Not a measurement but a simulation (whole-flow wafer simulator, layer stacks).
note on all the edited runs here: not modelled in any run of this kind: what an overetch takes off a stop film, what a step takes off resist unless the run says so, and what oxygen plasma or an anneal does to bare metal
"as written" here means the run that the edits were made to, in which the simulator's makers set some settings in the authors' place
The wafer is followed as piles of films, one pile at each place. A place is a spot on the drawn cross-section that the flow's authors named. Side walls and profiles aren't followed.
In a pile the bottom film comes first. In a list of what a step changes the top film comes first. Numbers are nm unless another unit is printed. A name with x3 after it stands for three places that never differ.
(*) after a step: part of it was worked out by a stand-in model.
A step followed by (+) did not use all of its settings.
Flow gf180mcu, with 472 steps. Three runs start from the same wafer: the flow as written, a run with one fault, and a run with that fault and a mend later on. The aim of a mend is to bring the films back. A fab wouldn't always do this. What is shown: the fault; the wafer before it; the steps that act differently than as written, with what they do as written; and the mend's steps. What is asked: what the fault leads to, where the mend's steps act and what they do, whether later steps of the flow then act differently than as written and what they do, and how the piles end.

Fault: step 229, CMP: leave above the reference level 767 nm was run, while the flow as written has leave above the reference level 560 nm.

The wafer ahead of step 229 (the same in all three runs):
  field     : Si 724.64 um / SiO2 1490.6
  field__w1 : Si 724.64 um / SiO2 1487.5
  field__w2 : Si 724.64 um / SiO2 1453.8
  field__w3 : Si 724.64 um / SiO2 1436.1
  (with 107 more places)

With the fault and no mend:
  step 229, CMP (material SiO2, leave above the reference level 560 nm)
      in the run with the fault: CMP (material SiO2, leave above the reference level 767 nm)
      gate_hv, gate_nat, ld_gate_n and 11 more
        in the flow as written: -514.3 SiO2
        in the run with the fault: -307.3 SiO2
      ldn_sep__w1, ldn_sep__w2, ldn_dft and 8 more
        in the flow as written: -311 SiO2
        in the run with the fault: -104 SiO2
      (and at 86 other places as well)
  Steps later in the flow that act otherwise than as written:
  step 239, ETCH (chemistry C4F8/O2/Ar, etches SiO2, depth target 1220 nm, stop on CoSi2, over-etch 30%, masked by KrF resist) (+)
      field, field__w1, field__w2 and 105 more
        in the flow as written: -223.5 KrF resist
        in the run with the fault: -244 KrF resist
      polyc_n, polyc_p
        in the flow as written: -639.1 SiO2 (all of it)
        in the run with the fault: -846.1 SiO2 (all of it)
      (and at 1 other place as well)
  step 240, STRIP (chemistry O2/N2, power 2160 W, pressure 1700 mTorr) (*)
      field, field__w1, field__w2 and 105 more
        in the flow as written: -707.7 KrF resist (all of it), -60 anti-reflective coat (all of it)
        in the run with the fault: -687.2 KrF resist (all of it), -60 anti-reflective coat (all of it)
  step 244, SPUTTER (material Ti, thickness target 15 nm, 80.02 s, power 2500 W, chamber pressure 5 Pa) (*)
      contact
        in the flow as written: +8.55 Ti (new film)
        in the run with the fault: +7.58 Ti (new film)
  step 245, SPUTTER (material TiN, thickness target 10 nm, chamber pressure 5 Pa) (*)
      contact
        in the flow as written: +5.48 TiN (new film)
        in the run with the fault: +4.88 TiN (new film)
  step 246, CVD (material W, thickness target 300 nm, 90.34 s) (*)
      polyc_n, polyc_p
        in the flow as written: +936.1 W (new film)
        in the run with the fault: +1143.1 W (new film)
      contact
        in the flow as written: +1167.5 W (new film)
        in the run with the fault: +1376.1 W (new film)
  The piles end different from the flow's at field, field__w1, field__w2 and 109 more by more than 2% or 0.5 nm, whichever is larger.
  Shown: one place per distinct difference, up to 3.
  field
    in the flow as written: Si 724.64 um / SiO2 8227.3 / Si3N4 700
    in the run with the fault: Si 724.64 um / SiO2 8434.3 / Si3N4 700
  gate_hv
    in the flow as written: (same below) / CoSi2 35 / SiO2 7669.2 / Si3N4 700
    in the run with the fault: (same below) / CoSi2 35 / SiO2 7876.2 / Si3N4 700
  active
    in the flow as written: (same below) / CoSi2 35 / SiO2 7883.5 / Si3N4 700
    in the run with the fault: (same below) / CoSi2 35 / SiO2 8090.5 / Si3N4 700

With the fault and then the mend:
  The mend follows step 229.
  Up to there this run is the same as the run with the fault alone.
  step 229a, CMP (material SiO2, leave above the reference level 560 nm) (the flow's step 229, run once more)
      field, field__w1, field__w2 and 108 more
        -207 SiO2
  Later steps of the flow that are run all act as written at every place that is followed.
  By the end, the piles equal the flow's at every place that both follow.
